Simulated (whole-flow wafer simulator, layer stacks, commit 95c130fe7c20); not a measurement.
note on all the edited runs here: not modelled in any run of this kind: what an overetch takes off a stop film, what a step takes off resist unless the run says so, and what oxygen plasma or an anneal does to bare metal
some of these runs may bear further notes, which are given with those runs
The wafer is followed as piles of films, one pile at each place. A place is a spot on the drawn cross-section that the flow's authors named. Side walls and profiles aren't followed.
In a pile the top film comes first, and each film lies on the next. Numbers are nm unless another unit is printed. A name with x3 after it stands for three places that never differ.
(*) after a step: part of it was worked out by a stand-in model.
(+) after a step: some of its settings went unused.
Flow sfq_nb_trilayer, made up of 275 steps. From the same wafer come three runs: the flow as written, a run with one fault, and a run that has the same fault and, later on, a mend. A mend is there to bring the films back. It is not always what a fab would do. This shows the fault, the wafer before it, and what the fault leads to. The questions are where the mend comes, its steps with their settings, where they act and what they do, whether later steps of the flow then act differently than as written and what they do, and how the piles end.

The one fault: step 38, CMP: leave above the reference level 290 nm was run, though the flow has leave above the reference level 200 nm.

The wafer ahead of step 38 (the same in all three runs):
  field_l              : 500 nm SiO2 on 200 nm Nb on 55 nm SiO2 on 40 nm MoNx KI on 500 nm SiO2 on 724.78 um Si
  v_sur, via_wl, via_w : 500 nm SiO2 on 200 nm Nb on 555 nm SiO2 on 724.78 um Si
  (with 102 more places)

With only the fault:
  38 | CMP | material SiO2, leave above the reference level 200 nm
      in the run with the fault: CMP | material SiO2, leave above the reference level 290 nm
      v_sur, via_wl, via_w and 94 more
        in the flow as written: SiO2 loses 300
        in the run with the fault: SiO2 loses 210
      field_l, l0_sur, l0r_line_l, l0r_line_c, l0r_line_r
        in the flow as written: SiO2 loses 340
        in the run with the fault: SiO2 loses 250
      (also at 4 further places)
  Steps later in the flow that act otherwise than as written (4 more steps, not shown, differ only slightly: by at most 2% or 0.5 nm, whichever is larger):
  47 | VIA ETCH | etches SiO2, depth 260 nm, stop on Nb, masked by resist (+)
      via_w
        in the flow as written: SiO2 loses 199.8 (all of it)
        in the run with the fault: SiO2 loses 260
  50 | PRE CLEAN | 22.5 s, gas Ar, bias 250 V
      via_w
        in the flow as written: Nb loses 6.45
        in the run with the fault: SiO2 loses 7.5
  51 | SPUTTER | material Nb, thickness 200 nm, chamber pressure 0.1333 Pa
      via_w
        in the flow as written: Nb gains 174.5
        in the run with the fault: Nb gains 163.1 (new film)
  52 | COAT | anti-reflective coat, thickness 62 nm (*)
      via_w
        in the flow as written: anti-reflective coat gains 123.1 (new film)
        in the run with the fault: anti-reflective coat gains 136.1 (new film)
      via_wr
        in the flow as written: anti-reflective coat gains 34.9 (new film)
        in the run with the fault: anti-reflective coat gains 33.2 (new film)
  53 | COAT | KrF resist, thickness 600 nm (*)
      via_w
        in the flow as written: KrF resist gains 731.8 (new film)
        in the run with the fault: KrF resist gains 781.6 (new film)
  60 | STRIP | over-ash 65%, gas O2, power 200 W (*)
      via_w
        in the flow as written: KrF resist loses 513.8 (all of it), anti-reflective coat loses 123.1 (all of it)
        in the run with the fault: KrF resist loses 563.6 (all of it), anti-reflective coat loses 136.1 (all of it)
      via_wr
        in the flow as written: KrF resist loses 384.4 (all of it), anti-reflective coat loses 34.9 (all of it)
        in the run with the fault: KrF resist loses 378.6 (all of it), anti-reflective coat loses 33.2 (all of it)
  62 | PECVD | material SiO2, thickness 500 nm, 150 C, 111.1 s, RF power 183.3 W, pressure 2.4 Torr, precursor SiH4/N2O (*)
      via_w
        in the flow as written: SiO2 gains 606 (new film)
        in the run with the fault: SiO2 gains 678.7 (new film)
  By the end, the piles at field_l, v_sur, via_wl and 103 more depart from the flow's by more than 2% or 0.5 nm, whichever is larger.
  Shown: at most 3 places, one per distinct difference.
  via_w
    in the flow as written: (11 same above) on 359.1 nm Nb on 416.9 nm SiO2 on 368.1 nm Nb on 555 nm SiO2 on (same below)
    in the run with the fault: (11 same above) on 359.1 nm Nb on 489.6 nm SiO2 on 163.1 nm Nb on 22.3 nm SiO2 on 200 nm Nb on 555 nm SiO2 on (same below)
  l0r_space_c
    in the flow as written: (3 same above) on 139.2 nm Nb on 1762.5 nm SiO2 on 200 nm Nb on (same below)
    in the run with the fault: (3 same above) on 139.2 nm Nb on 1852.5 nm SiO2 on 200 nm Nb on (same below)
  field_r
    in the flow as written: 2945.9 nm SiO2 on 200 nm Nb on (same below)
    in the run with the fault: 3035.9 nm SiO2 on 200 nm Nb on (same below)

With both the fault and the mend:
  After step 45 comes the mend.
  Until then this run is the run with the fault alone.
  45a | STRIP | over-ash 65%, gas O2, power 200 W (*)
      field_l, v_sur, via_wl and 102 more
        KrF resist loses 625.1 (all of it), anti-reflective coat loses 62 (all of it)
      via_w
        anti-reflective coat loses 62 (all of it)
  45b | CMP | material SiO2, leave above the reference level 200 nm (the flow's step 38 again)
      field_l, v_sur, via_wl and 103 more
        SiO2 loses 90
  45c | COAT | anti-reflective coat, thickness 62 nm (the flow's step 40 again)
      field_l, v_sur, via_wl and 103 more
        anti-reflective coat gains 62 (new film)
  45d | COAT | KrF resist, thickness 650 nm (the flow's step 41 again)
      field_l, v_sur, via_wl and 103 more
        KrF resist gains 650 (new film)
  45e | SOFTBAKE | KrF resist (the flow's step 42 again)
      leaves every film unchanged at each place that is followed
  45f | EXPOSE | photomask I0, dose 11.91 mJ/cm2, NA 0.6, wavelength 248 nm (*) (the flow's step 43 again)
      leaves every film unchanged at each place that is followed
  45g | PEB | KrF resist, 90 s (the flow's step 44 again)
      field_l, v_sur, via_wl and 103 more
        KrF resist loses 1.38
  45h | DEVELOP | KrF resist, thickness 650 nm, 60 s (the flow's step 45 again)
      field_l, v_sur, via_wl and 102 more
        KrF resist loses 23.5
      via_w
        KrF resist loses 648.6 (all of it)
  Every later step of the flow that is run acts as written at every place that is followed.
  At every place that both follow, the piles at the end match the flow's.
